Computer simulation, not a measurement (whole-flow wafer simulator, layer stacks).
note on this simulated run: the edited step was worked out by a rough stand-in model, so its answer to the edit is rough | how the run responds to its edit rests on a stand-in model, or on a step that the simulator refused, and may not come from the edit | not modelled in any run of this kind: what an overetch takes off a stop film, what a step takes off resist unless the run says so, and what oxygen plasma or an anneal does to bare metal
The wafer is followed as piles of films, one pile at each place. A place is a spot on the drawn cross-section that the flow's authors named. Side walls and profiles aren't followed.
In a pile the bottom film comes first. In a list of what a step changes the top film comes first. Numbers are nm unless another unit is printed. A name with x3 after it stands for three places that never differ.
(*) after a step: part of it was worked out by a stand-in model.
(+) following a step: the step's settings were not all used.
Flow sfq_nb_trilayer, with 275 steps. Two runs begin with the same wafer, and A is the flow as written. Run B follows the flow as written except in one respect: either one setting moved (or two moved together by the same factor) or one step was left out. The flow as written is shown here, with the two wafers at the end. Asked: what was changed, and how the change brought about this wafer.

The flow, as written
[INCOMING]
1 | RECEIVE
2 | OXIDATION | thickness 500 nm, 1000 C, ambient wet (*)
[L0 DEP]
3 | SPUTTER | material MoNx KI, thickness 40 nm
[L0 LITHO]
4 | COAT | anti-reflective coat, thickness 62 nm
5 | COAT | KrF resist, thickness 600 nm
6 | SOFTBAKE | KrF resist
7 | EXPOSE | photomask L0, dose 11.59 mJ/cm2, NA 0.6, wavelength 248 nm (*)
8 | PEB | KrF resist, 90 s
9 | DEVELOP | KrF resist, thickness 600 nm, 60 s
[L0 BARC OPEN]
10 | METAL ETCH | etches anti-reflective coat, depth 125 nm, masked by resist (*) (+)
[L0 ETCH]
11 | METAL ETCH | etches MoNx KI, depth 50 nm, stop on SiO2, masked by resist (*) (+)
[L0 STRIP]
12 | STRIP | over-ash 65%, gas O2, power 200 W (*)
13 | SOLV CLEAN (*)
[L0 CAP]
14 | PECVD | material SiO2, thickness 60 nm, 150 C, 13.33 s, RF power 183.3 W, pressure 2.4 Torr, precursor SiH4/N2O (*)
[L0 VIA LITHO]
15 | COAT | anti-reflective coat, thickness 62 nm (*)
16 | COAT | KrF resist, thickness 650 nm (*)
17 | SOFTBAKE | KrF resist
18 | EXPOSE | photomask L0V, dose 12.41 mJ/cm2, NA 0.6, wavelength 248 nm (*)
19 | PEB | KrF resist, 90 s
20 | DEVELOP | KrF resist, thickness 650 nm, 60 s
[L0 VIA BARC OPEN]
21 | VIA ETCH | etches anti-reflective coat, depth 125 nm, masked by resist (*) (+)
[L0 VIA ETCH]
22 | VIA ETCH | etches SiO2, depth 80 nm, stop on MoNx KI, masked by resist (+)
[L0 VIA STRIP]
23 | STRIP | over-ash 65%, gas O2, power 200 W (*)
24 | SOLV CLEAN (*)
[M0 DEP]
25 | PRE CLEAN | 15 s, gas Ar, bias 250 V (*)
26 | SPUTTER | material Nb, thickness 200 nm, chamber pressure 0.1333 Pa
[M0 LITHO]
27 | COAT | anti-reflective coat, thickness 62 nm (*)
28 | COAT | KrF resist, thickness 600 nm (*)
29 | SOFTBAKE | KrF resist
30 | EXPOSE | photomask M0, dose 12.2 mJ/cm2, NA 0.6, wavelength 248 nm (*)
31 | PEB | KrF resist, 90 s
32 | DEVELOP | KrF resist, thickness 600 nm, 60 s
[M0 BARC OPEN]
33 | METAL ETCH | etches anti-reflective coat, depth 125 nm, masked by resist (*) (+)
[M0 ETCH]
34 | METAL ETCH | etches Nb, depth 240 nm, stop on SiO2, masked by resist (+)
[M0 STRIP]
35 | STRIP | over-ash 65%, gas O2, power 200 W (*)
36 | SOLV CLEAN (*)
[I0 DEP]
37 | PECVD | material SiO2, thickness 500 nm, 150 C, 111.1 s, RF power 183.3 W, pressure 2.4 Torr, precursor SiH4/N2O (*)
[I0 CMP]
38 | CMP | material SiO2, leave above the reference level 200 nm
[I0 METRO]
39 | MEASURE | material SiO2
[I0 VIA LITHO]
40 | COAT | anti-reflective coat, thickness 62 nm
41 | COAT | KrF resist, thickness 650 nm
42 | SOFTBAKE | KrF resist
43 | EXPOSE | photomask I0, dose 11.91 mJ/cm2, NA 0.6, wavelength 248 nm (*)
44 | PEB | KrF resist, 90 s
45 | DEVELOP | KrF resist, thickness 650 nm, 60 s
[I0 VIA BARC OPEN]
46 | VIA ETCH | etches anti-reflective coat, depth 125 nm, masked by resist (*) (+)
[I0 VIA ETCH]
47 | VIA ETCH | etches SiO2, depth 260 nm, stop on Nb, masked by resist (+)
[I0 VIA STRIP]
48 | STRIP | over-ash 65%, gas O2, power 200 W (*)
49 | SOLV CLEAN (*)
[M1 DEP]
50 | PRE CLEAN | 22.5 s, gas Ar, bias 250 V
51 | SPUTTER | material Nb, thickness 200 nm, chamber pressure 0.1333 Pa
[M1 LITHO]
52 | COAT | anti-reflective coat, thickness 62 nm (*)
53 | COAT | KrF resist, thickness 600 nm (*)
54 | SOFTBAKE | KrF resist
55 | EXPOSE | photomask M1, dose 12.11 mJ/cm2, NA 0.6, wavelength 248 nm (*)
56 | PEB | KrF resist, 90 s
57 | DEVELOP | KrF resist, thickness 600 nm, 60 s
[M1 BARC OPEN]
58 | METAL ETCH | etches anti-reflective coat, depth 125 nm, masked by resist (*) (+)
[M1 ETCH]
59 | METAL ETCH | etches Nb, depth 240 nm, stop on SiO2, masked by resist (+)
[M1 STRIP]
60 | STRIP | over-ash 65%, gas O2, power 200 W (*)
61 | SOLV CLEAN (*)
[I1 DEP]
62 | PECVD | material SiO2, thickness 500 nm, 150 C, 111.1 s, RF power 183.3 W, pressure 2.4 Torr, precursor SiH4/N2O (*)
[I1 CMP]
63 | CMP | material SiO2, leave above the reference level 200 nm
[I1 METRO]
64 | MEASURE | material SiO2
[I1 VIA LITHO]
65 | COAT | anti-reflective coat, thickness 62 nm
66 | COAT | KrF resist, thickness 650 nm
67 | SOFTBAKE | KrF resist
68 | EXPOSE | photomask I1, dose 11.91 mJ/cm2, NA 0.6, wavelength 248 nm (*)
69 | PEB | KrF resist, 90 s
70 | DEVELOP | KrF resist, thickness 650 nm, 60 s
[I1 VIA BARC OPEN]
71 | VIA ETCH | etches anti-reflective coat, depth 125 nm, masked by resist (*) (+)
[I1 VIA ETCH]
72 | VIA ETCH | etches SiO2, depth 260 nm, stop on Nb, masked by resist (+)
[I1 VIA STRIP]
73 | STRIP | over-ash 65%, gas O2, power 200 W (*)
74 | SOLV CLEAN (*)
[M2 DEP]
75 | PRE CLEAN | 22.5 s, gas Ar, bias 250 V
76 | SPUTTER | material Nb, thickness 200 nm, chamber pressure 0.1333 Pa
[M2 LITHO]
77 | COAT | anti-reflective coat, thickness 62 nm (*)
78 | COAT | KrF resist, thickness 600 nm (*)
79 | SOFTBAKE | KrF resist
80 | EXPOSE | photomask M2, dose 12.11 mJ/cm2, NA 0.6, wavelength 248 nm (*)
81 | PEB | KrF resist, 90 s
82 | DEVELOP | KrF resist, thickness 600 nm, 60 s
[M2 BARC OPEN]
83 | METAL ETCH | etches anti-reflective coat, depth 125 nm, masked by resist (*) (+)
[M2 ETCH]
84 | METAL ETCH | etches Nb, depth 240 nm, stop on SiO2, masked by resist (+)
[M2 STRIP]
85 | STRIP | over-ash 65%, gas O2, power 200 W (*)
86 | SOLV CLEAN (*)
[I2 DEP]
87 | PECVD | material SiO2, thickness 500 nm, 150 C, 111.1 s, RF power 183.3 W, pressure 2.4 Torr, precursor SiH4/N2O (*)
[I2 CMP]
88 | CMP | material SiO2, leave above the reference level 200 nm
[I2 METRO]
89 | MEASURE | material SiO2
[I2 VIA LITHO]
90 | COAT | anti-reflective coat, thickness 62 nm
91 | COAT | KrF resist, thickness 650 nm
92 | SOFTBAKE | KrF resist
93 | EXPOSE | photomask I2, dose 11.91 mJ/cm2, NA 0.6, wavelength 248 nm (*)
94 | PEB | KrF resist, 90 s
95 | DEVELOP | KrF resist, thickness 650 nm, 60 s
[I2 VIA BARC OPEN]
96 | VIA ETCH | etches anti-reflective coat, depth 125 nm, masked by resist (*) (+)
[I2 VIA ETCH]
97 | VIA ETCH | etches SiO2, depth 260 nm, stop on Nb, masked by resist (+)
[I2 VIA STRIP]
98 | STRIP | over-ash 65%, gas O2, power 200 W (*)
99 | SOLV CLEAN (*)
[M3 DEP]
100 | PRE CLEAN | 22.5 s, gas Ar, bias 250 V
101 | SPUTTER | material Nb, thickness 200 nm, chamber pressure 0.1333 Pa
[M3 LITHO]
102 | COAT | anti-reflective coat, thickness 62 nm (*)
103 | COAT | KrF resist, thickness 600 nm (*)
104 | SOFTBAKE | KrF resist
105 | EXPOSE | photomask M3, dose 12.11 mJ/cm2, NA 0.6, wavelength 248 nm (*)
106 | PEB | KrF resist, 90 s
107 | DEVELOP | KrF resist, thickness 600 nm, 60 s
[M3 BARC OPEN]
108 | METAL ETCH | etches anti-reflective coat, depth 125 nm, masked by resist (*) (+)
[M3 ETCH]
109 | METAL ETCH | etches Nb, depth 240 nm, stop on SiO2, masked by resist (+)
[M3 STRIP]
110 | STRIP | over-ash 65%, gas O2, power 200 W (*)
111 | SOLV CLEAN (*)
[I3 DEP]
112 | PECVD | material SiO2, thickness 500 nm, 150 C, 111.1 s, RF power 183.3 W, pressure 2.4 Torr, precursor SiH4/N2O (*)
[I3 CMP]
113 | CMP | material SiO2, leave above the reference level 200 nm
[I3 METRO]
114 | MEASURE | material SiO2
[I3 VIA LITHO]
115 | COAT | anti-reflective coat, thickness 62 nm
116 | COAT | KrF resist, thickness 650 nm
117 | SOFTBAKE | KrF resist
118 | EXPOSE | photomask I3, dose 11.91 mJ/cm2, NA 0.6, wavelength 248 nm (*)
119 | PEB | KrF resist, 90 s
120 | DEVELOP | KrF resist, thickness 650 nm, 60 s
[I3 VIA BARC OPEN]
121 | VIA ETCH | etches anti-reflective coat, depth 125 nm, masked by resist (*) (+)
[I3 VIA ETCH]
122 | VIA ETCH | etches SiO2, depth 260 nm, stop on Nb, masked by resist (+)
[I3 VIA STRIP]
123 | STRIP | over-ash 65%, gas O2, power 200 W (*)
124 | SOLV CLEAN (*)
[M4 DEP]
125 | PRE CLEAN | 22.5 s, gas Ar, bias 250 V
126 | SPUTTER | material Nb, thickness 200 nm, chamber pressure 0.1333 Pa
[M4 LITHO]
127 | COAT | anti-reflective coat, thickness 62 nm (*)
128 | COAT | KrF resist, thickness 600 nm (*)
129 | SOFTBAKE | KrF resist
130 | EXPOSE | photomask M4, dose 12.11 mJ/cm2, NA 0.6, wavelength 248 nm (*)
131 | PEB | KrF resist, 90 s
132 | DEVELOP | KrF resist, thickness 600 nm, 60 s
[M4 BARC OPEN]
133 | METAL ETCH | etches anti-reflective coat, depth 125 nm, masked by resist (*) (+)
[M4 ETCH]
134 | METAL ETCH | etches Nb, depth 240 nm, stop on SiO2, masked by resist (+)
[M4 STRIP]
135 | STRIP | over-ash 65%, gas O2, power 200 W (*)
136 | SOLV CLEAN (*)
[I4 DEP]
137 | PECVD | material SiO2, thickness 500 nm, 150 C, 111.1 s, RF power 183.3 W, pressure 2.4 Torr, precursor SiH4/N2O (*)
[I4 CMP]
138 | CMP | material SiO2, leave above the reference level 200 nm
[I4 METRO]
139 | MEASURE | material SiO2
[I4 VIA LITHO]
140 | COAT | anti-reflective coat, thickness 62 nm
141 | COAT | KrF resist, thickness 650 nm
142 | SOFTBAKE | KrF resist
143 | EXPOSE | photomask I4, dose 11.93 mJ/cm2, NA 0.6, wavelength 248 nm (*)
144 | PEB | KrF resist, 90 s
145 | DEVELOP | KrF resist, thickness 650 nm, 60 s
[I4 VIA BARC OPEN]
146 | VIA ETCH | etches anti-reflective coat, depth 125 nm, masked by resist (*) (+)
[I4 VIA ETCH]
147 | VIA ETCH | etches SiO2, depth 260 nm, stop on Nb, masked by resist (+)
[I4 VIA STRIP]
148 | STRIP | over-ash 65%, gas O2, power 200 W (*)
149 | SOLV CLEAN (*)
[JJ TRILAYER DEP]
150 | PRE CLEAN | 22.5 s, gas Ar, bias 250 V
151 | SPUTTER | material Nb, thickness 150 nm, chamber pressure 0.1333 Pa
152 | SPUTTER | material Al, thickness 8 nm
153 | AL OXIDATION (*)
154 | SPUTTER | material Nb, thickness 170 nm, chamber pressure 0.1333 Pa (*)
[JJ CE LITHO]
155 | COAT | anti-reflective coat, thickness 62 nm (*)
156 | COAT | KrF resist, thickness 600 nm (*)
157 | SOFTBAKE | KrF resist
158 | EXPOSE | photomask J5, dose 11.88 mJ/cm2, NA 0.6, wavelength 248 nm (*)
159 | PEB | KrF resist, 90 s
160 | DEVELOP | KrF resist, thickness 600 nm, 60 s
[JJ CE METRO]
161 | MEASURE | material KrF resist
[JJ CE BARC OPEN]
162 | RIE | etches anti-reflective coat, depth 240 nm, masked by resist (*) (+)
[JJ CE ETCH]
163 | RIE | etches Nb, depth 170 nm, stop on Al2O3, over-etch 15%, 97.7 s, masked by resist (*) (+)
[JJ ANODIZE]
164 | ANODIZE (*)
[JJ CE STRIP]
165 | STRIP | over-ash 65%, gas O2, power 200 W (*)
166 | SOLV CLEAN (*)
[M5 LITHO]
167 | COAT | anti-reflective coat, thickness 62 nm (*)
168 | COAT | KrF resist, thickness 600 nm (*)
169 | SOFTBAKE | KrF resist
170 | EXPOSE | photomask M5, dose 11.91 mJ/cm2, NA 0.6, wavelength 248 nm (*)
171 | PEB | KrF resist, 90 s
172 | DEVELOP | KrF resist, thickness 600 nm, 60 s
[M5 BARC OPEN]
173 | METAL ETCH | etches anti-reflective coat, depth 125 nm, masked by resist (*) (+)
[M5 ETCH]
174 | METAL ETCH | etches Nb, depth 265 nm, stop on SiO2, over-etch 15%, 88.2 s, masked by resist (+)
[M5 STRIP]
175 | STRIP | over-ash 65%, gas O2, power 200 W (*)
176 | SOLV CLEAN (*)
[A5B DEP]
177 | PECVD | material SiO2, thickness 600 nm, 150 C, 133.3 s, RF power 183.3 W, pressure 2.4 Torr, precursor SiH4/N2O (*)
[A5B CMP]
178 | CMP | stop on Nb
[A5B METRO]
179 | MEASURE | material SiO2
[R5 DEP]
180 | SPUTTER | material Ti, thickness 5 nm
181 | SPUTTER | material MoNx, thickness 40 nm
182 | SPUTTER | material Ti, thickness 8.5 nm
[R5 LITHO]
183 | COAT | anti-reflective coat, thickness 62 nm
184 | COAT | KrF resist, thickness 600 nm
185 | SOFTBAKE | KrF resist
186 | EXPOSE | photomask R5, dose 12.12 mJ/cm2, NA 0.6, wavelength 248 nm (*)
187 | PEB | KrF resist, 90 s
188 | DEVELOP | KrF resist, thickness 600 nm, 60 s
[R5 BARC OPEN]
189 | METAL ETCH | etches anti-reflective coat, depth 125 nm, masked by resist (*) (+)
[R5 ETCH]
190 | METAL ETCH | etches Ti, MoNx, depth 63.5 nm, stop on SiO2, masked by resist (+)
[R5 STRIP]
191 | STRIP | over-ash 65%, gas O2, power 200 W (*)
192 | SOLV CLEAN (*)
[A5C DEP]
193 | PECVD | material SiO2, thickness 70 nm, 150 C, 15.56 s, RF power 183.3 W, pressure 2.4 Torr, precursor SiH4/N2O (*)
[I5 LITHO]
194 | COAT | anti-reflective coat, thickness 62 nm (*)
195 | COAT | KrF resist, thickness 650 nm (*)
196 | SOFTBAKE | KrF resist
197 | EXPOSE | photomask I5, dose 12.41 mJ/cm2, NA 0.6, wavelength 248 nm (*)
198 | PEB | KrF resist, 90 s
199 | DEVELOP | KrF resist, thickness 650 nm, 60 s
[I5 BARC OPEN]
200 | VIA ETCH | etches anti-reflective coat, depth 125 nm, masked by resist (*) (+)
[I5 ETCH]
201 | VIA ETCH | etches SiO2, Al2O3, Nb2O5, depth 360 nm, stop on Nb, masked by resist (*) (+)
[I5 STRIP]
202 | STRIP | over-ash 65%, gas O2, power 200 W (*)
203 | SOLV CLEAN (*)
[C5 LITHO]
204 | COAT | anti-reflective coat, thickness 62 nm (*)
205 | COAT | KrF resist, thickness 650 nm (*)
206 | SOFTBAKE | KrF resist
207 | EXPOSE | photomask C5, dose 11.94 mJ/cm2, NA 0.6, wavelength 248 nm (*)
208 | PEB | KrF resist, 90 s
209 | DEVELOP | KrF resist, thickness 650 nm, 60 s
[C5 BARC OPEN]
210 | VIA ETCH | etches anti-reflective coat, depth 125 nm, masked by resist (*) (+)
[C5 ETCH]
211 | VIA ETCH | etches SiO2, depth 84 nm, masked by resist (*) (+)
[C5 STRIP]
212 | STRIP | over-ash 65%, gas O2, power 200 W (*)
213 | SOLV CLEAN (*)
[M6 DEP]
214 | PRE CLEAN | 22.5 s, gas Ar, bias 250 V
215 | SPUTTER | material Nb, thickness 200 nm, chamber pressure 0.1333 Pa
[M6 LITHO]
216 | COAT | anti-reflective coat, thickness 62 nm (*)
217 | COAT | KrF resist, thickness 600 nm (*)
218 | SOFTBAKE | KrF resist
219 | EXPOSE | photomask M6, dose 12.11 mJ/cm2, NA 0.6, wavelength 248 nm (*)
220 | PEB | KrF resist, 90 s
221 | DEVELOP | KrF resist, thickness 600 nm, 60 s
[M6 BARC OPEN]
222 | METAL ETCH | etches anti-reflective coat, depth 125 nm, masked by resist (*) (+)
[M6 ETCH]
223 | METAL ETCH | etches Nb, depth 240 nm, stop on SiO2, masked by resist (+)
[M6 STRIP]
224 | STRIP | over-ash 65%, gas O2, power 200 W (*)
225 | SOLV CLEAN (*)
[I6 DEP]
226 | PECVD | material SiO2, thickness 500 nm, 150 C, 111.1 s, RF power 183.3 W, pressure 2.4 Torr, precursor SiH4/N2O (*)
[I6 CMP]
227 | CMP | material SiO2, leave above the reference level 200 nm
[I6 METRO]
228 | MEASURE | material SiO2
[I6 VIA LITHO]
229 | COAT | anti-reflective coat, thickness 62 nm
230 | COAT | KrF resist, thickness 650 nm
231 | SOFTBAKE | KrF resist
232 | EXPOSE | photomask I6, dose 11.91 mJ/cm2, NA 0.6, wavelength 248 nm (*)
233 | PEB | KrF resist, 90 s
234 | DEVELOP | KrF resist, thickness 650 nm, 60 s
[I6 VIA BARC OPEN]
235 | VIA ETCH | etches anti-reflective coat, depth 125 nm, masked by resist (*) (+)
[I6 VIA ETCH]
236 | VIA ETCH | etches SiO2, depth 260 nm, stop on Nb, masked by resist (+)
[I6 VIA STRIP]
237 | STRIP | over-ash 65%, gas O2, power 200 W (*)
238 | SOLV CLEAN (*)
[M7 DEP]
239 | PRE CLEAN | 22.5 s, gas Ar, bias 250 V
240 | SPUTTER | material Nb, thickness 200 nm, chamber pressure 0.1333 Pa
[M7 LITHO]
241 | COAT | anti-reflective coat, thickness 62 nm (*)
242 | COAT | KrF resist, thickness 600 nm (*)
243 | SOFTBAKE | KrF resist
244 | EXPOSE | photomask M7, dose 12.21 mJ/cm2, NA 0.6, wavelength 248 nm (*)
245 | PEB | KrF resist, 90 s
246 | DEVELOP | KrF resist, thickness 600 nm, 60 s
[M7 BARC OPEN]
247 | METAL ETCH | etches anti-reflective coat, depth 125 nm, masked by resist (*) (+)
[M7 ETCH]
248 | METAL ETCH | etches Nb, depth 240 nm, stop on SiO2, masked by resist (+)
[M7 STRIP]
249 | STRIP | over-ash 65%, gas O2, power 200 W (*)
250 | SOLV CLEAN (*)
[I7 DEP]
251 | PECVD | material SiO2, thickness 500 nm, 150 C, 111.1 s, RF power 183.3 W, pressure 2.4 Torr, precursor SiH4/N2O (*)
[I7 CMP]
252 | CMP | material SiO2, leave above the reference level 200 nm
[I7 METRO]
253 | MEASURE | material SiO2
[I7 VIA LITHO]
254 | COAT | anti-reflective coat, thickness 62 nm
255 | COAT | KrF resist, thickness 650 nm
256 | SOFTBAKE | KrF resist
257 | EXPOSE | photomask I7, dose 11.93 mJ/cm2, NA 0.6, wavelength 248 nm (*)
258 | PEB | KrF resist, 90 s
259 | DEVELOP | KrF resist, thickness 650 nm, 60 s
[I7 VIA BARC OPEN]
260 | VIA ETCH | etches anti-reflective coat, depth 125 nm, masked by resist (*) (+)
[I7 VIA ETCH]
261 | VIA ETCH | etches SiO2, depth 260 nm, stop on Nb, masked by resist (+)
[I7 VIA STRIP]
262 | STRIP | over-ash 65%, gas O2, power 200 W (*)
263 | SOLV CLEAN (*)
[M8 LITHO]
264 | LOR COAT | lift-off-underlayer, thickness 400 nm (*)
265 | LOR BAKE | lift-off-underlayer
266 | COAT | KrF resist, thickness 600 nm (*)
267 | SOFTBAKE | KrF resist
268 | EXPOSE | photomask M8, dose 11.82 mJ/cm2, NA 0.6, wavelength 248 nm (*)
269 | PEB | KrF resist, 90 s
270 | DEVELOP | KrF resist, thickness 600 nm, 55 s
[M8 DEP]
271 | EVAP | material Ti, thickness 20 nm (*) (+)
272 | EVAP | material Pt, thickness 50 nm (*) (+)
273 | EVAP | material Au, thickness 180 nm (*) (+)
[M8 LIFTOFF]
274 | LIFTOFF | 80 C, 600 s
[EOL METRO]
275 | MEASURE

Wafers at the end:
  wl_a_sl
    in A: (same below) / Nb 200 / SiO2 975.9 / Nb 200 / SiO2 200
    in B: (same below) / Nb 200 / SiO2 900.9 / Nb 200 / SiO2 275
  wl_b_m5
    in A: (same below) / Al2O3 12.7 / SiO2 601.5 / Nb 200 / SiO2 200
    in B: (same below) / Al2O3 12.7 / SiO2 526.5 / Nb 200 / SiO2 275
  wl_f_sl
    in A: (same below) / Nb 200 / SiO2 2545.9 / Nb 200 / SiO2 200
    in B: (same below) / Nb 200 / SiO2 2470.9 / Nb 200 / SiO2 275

Cause: step 226, PECVD: thickness 325 nm was run, though the flow has thickness 500 nm; step 226, PECVD: 72.22 s was run, where the flow has 111.1 s.

The path from the change to this, step by step:
  226 | PECVD | material SiO2, thickness 500 nm, 150 C, 111.1 s, RF power 183.3 W, pressure 2.4 Torr, precursor SiH4/N2O (*)
      field_l, p4_fl, p4_fm and 62 more: A +500 SiO2 | B +325 SiO2
      v_sur, via_wl, via_w and 21 more: A +500 SiO2 (new film) | B +325 SiO2 (new film)
      (as well as at 17 more places)
  227 | CMP | material SiO2, leave above the reference level 200 nm
      field_l, p4_fl, p4_fm and 59 more: A -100 SiO2 | B nothing
      moat, field_r, lsp_l, ln_m5, lsp_m: A -93.6 SiO2 | B nothing
      (as well as at 39 more places)
  229 | COAT | anti-reflective coat, thickness 62 nm
      field_r, wl_d_sl, m0r_line_l, m0r_line_r, m7r_line_l, m7r_line_r: A +62 anti-reflective coat (new film) | B +63.6 anti-reflective coat (new film)
      c5j, ce_r, be_r, wl_jj: A +62 anti-reflective coat (new film) | B +57.4 anti-reflective coat (new film)
      (as well as at 78 more places)
  230 | COAT | KrF resist, thickness 650 nm
      via_wr, ce_r, r_sur: A +650 KrF resist (new film) | B +629 KrF resist (new film)
      via_w, c5j: A +650 KrF resist (new film) | B +626.8 KrF resist (new film)
      (as well as at 40 more places)
  234 | DEVELOP | KrF resist, thickness 650 nm, 60 s
      via_v: A -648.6 KrF resist (all of it) | B -624.1 KrF resist (all of it)
  235 | VIA ETCH | etches anti-reflective coat, depth 125 nm, masked by resist (*) (+)
      field_l, v_sur, via_wl and 102 more: A -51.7 KrF resist | B -47.6 KrF resist
      via_v: A -62 anti-reflective coat (all of it), -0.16 SiO2 | B -57.1 anti-reflective coat (all of it), -0.14 SiO2
  237 | STRIP | over-ash 65%, gas O2, power 200 W (*)
      m0r_line_l, m0r_line_r, m7r_line_l, m7r_line_r: A -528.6 KrF resist (all of it), -62 anti-reflective coat (all of it) | B -547.3 KrF resist (all of it), -63.6 anti-reflective coat (all of it)
      m0r_space_l, m7r_space_l: A -528.6 KrF resist (all of it), -62 anti-reflective coat (all of it) | B -541.1 KrF resist (all of it), -72.8 anti-reflective coat (all of it)
      (as well as at 83 more places)
  240 | SPUTTER | material Nb, thickness 200 nm, chamber pressure 0.1333 Pa
      moat, lsp_m: A +200 Nb (new film) | B +192 Nb (new film)
      be: A +200 Nb (new film) | B +145 Nb (new film)
      (as well as at 1 more place)
  241 | COAT | anti-reflective coat, thickness 62 nm (*)
      wl_b_sr, wl_d_m1, m5r_line_l, m5r_line_r: A +62 anti-reflective coat (new film) | B +63.8 anti-reflective coat (new film)
      wl_e_sl, wl_e_sr, m0r_line_r, m7r_line_r: A +62 anti-reflective coat (new film) | B +63.6 anti-reflective coat (new film)
      (as well as at 77 more places)
  242 | COAT | KrF resist, thickness 600 nm (*)
      m0r_line_l, m0r_line_r, m7r_line_l, m7r_line_r: A +600 KrF resist (new film) | B +613 KrF resist (new film)
      wl_j_sr, m6r_line_l, m6r_line_r: A +600 KrF resist (new film) | B +576.9 KrF resist (new film)
      (as well as at 39 more places)
  246 | DEVELOP | KrF resist, thickness 600 nm, 60 s
      m0r_line_l, m0r_line_r: A -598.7 KrF resist (all of it) | B -611.7 KrF resist (all of it)
      m5r_linepad_l, m5r_linepad_r: A -598.7 KrF resist (all of it) | B -582.8 KrF resist (all of it)
      (as well as at 11 more places)
  247 | METAL ETCH | etches anti-reflective coat, depth 125 nm, masked by resist (*) (+)
      v_sur, via_wl, via_w and 38 more: A -51.7 KrF resist | B -53.9 KrF resist
      wl_d_m1, m5r_line_l, m5r_line_r: A -62 anti-reflective coat (all of it) | B -63.8 anti-reflective coat (all of it)
      (as well as at 42 more places)
  249 | STRIP | over-ash 65%, gas O2, power 200 W (*)
      v_sur: A -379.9 KrF resist (all of it), -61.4 anti-reflective coat (all of it) | B -352.1 KrF resist (all of it), -48.3 anti-reflective coat (all of it)
      via_wl: A -379.3 KrF resist (all of it), -61.3 anti-reflective coat (all of it) | B -348.7 KrF resist (all of it), -56.3 anti-reflective coat (all of it)
      (as well as at 39 more places)
  251 | PECVD | material SiO2, thickness 500 nm, 150 C, 111.1 s, RF power 183.3 W, pressure 2.4 Torr, precursor SiH4/N2O (*)
      be: A +500 SiO2 (new film) | B +680.8 SiO2 (new film)
  252 | CMP | material SiO2, leave above the reference level 200 nm
      field_r, lsp_l: A -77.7 SiO2 | B nothing
      field_l, p4_fl, p4_fm and 48 more: A -100 SiO2 | B -25 SiO2
      (as well as at 27 more places)
